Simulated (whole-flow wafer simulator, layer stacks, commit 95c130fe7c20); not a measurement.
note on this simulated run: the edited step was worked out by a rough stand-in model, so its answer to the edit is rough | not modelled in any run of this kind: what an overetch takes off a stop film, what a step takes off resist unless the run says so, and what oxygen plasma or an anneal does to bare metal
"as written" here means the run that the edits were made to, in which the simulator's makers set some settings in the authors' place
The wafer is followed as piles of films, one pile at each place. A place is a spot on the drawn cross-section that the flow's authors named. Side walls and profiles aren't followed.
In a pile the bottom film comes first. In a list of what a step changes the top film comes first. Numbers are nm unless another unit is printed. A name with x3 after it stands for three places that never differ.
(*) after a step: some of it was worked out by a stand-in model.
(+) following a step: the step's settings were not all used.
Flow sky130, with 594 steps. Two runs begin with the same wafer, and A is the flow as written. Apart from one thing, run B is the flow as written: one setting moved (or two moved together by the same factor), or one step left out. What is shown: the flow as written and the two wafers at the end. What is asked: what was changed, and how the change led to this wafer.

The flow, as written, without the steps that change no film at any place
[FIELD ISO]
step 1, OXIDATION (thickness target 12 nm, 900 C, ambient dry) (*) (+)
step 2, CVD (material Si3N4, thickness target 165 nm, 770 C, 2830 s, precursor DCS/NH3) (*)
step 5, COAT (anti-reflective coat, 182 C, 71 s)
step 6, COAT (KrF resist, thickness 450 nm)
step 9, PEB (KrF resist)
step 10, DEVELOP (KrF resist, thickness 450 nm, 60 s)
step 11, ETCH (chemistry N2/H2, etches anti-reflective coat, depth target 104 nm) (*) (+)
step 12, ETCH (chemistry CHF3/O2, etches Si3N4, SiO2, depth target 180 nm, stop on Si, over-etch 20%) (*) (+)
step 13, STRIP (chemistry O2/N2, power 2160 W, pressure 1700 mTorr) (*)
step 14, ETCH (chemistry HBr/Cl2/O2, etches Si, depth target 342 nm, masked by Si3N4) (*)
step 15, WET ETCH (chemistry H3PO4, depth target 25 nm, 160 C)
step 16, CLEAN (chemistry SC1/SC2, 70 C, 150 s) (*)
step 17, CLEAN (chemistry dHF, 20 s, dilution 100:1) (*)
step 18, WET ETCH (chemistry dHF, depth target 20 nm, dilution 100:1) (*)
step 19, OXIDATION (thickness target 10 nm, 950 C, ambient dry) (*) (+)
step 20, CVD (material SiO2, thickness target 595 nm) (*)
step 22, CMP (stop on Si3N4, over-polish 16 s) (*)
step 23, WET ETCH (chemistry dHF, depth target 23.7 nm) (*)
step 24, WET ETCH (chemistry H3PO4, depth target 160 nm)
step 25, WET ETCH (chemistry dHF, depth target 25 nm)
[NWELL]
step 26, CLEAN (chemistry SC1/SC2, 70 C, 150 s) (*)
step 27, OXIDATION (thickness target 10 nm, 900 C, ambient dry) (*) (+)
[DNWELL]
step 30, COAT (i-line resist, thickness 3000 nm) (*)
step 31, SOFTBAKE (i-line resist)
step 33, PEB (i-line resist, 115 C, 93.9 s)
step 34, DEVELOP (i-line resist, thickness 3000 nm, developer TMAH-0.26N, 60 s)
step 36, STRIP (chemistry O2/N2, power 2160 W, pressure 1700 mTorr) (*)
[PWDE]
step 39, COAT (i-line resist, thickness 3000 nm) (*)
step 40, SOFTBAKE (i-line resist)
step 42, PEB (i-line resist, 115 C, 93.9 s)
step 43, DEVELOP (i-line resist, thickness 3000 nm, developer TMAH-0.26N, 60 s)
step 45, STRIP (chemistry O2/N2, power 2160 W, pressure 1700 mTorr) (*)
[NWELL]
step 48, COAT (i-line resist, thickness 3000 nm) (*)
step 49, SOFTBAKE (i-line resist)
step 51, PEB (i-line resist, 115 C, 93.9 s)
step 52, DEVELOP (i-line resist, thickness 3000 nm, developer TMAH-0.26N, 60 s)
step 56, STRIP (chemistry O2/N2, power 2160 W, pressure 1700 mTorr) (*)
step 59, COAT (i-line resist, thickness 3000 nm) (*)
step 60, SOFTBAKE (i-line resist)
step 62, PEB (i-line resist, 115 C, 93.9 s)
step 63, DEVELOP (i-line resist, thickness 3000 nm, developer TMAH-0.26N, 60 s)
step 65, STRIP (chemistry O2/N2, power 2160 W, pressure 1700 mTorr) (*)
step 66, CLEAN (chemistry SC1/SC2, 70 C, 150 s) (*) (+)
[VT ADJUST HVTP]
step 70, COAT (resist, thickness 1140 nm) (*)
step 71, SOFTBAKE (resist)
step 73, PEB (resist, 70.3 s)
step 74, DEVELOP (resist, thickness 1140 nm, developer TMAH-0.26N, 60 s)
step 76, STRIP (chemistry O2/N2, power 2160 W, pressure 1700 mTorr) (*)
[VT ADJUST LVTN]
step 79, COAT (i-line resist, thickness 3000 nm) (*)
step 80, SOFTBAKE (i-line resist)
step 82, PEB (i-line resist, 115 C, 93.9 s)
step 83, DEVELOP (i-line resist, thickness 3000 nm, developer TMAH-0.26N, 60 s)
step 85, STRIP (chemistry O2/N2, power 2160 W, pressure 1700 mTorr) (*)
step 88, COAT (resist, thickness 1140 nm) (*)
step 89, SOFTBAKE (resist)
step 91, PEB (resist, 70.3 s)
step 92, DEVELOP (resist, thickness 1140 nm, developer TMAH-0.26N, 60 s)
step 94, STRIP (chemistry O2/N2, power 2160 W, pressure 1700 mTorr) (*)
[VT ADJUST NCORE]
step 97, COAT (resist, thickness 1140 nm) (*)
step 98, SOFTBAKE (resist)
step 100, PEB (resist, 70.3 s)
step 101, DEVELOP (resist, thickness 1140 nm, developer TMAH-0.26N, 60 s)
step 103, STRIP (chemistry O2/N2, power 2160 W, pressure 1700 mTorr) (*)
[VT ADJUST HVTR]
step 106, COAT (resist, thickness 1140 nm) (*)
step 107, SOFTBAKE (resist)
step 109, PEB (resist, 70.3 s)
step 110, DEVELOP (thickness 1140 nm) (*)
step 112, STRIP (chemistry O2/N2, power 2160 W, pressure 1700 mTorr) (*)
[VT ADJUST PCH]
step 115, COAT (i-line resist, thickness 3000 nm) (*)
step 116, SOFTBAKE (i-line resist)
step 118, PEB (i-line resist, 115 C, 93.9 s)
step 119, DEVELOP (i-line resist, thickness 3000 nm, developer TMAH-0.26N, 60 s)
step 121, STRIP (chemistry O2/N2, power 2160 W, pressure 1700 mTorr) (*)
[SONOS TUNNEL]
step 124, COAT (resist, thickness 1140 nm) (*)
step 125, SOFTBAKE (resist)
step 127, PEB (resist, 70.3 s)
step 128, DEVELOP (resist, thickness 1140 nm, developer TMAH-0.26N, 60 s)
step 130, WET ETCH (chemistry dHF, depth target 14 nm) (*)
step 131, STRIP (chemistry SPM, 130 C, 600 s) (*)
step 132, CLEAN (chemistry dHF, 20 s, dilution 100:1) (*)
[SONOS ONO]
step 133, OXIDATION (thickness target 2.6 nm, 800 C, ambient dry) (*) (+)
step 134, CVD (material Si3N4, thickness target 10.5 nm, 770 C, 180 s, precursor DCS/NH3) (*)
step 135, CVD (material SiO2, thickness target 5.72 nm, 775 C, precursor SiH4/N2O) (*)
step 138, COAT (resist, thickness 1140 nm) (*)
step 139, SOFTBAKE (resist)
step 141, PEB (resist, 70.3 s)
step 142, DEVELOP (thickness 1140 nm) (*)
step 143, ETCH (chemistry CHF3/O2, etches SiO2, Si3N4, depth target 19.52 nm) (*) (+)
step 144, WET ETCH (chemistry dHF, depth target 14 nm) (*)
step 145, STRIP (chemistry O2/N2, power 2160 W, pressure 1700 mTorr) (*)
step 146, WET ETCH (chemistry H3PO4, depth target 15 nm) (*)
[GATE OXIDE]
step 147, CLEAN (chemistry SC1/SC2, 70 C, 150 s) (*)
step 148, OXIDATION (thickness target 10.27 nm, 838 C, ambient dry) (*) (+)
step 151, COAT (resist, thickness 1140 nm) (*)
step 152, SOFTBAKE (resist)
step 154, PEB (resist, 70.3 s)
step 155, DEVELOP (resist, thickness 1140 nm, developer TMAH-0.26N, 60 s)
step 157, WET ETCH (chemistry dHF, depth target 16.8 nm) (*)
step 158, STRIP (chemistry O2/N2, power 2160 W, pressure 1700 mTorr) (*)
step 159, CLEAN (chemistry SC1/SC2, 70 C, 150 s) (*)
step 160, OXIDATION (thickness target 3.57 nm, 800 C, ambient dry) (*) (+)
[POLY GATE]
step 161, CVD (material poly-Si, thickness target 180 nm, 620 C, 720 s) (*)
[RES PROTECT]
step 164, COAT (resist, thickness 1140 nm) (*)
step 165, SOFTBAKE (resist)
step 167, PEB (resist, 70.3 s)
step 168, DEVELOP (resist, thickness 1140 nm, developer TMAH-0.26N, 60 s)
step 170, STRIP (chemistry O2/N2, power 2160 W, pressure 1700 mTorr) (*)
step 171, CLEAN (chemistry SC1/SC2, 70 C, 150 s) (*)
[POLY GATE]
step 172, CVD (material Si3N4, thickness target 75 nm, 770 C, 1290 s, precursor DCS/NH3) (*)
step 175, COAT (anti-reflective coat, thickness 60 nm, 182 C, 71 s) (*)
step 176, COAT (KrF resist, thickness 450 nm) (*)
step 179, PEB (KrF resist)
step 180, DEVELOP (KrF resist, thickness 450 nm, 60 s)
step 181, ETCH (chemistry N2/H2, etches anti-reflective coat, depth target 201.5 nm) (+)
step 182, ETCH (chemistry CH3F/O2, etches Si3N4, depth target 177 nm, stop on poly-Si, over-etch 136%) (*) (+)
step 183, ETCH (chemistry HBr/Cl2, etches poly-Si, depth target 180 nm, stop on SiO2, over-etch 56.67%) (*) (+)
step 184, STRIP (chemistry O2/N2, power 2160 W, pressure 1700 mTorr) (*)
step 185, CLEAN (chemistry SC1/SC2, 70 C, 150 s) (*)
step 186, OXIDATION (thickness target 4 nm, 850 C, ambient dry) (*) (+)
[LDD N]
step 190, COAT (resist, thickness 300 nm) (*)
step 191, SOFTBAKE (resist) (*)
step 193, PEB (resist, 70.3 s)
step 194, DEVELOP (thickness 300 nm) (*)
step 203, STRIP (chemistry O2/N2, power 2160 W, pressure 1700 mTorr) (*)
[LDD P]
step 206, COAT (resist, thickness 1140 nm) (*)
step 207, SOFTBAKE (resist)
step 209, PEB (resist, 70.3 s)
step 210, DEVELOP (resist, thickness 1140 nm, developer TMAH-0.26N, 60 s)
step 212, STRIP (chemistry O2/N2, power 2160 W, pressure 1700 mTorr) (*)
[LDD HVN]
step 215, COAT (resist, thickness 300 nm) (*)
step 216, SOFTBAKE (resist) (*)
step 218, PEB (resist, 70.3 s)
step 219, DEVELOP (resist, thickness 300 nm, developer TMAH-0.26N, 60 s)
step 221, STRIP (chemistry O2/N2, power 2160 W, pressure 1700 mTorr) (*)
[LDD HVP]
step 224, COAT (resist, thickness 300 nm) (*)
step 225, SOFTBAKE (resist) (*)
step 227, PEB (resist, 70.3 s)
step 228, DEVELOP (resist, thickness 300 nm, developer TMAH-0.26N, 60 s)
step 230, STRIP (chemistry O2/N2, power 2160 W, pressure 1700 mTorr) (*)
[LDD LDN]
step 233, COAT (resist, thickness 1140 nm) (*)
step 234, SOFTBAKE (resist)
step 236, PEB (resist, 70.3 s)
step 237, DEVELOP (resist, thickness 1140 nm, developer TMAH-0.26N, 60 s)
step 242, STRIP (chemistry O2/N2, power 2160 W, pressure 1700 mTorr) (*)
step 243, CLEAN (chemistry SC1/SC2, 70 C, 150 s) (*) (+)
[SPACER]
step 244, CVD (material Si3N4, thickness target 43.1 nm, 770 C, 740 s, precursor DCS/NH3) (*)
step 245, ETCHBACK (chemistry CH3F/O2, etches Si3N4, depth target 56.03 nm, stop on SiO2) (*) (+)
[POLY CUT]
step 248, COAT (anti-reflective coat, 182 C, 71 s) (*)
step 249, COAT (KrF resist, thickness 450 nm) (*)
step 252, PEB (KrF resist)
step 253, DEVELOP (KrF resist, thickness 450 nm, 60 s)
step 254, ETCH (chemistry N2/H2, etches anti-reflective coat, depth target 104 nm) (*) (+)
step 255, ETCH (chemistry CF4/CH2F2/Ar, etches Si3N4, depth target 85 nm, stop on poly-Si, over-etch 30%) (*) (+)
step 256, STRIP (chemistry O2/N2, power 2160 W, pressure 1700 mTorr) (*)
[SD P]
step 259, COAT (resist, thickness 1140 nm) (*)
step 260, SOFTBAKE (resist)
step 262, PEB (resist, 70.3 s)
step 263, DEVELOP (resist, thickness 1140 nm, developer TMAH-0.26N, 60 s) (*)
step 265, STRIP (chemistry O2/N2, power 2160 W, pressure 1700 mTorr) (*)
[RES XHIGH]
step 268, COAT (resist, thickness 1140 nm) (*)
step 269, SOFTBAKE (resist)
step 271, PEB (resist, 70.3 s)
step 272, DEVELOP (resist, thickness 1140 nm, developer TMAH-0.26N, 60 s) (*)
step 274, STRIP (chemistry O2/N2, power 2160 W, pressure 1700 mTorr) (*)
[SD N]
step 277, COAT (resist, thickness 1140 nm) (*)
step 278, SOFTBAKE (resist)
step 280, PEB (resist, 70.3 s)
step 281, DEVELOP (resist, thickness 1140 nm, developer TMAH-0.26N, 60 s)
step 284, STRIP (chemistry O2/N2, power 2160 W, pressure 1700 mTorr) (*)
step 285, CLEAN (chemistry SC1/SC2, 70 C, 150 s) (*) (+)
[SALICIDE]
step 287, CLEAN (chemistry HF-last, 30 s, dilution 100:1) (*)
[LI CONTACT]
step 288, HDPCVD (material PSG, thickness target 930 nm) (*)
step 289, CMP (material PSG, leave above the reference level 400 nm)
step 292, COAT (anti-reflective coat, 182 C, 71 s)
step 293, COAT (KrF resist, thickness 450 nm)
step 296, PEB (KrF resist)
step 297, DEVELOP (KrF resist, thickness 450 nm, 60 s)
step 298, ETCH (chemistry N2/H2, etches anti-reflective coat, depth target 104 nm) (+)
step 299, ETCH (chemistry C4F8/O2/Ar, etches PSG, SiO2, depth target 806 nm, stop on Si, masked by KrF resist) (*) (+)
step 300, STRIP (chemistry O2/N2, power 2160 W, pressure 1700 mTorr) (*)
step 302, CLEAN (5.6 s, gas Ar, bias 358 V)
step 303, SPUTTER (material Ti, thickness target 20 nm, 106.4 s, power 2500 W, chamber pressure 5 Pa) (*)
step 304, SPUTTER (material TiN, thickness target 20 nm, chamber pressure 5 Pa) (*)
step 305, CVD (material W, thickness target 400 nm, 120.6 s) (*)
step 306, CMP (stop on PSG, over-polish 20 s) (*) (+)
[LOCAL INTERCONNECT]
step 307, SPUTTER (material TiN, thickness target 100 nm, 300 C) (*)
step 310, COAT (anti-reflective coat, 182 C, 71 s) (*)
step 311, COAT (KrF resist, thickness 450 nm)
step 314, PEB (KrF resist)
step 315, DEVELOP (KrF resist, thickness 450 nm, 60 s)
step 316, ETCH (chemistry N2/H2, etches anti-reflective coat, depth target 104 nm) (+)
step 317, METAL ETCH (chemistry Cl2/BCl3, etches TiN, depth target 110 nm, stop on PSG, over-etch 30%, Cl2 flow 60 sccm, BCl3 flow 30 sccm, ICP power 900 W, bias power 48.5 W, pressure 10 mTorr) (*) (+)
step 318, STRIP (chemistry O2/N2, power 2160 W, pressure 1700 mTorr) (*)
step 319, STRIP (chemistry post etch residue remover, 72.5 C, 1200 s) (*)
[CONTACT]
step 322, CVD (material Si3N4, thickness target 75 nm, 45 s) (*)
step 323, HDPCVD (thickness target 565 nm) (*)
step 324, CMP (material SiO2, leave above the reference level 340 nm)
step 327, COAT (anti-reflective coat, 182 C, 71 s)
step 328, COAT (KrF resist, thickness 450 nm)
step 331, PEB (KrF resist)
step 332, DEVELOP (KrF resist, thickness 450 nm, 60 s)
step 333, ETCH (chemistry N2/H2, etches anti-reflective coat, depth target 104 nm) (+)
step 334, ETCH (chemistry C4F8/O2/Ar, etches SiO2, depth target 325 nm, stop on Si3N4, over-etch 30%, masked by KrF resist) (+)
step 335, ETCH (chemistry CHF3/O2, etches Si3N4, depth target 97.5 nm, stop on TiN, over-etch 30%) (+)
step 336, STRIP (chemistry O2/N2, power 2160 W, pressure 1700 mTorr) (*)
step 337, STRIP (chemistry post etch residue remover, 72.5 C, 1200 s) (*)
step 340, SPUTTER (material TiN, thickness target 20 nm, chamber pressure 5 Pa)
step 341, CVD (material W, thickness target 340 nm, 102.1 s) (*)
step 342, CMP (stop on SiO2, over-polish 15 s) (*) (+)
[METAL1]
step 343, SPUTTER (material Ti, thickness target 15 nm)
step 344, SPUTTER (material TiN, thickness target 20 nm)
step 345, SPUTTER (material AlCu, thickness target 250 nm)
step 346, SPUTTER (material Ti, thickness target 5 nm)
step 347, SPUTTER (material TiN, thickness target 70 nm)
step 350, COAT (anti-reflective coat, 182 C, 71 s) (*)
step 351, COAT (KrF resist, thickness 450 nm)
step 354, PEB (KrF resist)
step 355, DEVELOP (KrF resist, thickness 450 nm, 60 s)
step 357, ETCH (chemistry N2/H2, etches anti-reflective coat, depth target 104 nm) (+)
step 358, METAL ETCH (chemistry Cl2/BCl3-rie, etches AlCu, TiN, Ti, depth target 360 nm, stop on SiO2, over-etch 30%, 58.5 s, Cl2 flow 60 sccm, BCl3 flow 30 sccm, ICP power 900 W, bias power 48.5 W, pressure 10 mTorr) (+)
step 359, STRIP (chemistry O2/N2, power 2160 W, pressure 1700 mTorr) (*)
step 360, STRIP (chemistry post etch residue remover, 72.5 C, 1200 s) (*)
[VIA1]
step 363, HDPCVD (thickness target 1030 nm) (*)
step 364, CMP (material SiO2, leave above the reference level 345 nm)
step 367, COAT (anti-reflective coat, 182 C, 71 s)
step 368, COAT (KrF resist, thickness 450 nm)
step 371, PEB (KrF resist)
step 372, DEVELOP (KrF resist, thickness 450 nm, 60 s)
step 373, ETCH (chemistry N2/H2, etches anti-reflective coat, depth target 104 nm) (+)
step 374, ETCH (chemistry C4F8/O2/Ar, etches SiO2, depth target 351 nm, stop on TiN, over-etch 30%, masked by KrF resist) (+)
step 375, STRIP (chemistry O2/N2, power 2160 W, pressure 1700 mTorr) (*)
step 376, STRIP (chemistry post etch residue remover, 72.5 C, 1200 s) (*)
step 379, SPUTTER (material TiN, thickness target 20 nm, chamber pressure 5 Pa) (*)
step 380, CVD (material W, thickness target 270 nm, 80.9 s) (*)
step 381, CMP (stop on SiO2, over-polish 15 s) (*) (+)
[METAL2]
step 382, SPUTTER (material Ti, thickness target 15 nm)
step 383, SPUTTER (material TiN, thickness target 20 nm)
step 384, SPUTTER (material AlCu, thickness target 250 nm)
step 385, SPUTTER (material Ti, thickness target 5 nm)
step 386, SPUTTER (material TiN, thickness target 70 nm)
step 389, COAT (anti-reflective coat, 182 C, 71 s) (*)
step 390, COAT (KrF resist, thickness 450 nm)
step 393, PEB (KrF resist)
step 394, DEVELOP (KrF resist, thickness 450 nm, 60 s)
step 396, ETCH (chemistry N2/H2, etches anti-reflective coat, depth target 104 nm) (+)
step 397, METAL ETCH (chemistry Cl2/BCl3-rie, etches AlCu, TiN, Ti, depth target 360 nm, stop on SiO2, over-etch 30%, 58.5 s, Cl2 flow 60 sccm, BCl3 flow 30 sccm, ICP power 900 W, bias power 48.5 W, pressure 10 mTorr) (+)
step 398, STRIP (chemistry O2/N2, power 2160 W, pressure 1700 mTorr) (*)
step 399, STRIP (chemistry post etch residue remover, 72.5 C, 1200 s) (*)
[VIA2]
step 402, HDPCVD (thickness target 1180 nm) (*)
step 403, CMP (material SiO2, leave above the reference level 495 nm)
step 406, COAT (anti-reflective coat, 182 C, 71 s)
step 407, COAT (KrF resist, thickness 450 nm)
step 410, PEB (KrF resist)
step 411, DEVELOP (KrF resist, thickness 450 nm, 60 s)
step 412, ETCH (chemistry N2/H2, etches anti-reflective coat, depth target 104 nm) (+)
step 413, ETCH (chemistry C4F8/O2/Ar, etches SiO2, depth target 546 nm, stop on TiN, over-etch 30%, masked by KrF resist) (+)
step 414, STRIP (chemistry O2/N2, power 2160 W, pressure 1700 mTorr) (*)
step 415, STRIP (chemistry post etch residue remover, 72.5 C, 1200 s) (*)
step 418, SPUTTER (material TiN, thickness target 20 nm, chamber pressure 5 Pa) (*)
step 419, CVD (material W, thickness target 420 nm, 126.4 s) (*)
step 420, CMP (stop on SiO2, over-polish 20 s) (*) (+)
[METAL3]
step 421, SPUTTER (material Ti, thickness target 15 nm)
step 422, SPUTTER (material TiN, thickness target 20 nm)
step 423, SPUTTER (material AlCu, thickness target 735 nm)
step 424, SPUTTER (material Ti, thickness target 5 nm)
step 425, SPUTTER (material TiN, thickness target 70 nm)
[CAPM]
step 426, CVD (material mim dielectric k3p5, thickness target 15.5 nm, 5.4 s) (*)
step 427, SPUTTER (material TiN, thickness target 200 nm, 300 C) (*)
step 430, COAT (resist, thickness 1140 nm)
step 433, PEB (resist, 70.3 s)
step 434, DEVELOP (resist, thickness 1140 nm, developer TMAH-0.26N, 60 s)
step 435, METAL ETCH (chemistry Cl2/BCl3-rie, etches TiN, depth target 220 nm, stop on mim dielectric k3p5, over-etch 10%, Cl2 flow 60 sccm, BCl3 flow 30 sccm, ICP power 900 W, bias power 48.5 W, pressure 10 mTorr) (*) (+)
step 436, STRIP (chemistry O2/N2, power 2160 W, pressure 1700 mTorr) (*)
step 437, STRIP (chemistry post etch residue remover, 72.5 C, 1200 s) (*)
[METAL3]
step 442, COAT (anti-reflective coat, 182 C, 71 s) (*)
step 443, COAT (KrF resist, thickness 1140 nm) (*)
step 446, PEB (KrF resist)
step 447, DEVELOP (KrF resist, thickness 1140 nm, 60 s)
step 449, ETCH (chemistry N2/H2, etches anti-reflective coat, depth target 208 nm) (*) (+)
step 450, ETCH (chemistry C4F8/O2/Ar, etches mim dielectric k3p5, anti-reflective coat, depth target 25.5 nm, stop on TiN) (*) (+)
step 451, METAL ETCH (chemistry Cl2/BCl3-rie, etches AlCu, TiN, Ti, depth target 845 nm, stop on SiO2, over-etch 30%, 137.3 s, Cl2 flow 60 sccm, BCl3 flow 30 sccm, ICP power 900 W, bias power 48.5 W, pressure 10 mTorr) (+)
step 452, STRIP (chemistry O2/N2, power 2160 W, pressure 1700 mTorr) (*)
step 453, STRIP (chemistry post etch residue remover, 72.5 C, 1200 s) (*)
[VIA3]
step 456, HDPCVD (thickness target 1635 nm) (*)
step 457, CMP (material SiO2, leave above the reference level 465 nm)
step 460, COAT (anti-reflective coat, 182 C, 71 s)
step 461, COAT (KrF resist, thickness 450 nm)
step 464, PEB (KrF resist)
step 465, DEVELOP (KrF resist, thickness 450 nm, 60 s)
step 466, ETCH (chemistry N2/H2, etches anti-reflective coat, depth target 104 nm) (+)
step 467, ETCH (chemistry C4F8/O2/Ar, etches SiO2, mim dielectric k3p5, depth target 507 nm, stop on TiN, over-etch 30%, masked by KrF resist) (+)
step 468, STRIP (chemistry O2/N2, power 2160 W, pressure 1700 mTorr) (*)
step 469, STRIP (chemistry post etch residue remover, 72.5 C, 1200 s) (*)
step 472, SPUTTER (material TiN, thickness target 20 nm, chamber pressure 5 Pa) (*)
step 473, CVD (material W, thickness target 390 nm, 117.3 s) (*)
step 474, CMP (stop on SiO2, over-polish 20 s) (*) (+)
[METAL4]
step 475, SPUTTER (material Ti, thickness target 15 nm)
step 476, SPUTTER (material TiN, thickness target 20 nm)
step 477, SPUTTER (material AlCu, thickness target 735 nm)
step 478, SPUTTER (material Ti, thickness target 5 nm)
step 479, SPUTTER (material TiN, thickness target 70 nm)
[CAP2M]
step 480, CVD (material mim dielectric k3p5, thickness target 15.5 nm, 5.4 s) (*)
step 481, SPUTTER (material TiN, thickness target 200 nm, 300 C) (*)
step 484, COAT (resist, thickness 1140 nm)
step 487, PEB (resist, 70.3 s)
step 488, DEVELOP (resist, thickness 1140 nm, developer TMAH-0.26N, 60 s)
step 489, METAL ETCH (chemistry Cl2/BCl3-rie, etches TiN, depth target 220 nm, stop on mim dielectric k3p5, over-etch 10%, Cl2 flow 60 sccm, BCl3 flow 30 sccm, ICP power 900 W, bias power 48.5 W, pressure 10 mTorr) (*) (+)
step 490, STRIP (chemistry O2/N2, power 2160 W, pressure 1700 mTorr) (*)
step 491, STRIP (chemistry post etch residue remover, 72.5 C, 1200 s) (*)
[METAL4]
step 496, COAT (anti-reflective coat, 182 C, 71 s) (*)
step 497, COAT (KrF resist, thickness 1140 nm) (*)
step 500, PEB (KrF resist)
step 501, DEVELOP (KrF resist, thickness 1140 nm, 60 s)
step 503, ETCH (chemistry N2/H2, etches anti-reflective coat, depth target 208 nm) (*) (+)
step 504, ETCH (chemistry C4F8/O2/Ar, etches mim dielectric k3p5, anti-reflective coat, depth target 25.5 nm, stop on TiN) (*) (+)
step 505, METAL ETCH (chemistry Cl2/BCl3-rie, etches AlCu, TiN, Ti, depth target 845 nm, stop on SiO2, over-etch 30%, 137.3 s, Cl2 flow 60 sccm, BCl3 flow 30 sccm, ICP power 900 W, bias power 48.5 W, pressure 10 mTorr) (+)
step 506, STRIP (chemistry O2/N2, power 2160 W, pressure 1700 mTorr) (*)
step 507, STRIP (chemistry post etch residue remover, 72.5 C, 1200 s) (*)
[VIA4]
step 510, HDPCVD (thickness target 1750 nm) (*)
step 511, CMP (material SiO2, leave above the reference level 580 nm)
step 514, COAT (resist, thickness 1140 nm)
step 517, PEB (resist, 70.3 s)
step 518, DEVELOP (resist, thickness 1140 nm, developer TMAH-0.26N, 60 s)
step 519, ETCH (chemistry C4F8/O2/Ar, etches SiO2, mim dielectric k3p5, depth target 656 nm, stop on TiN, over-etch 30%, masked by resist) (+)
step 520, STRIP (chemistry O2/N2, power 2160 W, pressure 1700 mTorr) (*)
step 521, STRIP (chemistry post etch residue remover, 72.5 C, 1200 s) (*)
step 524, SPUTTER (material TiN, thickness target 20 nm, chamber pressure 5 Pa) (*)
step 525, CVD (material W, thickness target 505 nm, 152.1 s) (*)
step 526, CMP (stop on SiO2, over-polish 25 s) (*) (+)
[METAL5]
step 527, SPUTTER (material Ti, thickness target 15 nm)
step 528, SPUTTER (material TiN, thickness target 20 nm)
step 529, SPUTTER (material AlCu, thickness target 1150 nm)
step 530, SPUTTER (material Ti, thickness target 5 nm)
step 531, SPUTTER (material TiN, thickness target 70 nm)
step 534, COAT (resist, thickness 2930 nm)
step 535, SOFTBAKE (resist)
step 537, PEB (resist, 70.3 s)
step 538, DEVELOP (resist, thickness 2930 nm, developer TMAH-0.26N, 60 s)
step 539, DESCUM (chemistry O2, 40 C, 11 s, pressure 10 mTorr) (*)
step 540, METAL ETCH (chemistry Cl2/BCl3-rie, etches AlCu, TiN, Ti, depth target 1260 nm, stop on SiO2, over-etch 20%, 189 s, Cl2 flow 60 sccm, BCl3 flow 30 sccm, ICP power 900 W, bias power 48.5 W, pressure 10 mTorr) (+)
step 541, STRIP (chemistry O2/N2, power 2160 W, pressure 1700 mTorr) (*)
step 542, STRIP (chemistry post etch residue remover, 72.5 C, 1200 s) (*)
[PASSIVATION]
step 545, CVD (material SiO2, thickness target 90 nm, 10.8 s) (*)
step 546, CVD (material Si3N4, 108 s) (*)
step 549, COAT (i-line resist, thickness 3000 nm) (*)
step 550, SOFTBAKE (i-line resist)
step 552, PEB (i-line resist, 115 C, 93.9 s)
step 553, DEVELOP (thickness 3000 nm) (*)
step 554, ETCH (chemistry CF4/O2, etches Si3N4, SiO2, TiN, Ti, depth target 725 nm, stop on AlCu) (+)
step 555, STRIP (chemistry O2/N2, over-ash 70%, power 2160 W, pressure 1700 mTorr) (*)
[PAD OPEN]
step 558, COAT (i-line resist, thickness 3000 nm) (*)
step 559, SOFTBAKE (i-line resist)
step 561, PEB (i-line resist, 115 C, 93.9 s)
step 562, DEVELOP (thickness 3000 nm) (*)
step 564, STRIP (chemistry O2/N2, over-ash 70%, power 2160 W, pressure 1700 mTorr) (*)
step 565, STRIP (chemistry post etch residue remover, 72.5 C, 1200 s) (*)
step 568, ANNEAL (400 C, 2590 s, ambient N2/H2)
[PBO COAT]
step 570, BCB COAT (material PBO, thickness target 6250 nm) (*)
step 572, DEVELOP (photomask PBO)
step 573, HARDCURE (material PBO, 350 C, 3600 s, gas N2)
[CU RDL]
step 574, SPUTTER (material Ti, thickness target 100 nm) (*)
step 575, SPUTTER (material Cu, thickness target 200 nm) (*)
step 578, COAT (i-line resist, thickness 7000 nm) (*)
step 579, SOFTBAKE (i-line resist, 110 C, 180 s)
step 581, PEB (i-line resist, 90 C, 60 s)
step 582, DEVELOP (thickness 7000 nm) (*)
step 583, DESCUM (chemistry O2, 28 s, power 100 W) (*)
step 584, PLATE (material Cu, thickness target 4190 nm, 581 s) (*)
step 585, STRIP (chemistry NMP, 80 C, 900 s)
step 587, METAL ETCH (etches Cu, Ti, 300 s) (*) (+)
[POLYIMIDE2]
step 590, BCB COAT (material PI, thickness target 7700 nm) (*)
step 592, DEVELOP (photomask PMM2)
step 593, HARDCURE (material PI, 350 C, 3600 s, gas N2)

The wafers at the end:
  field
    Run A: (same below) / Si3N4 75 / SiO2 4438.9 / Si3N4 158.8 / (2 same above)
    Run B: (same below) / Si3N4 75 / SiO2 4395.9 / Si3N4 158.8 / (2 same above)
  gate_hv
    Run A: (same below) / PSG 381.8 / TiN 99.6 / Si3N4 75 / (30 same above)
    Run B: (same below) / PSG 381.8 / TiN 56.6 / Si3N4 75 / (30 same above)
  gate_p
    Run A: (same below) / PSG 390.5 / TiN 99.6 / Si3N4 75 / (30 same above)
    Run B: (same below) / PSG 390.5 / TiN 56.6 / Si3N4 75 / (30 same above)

What caused this: step 307, SPUTTER: thickness target 57 nm was run, though the flow has thickness target 100 nm.

How this came from the change, step by step:
  step 307, SPUTTER (material TiN, thickness target 100 nm, 300 C) (*)
      field, active, n_well and 188 more: A TiN gains 100 (new film) | B TiN gains 57 (new film)
  step 317, METAL ETCH (chemistry Cl2/BCl3, etches TiN, depth target 110 nm, stop on PSG, over-etch 30%, Cl2 flow 60 sccm, BCl3 flow 30 sccm, ICP power 900 W, bias power 48.5 W, pressure 10 mTorr) (*) (+)
      n_well, p_well, gate_hv and 97 more: A KrF resist loses 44 | B KrF resist loses 28.9
      field, active, gate and 88 more: A TiN loses 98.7 (all of it) | B TiN loses 55.7 (all of it)
  step 318, STRIP (chemistry O2/N2, power 2160 W, pressure 1700 mTorr) (*)
      n_well, p_well, gate_hv and 93 more: A KrF resist loses 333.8 (all of it), anti-reflective coat loses 80 (all of it) | B KrF resist loses 348.9 (all of it), anti-reflective coat loses 80 (all of it)
      poly_licon, ndiff_licon, ndiff_licon_cpp, rpo_hd_licon: A KrF resist loses 333.9 (all of it), anti-reflective coat loses 80.5 (all of it) | B KrF resist loses 348.9 (all of it), anti-reflective coat loses 80.5 (all of it)
  step 324, CMP (material SiO2, leave above the reference level 340 nm)
      field, active, gate and 88 more: A SiO2 loses 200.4 | B SiO2 loses 243.4
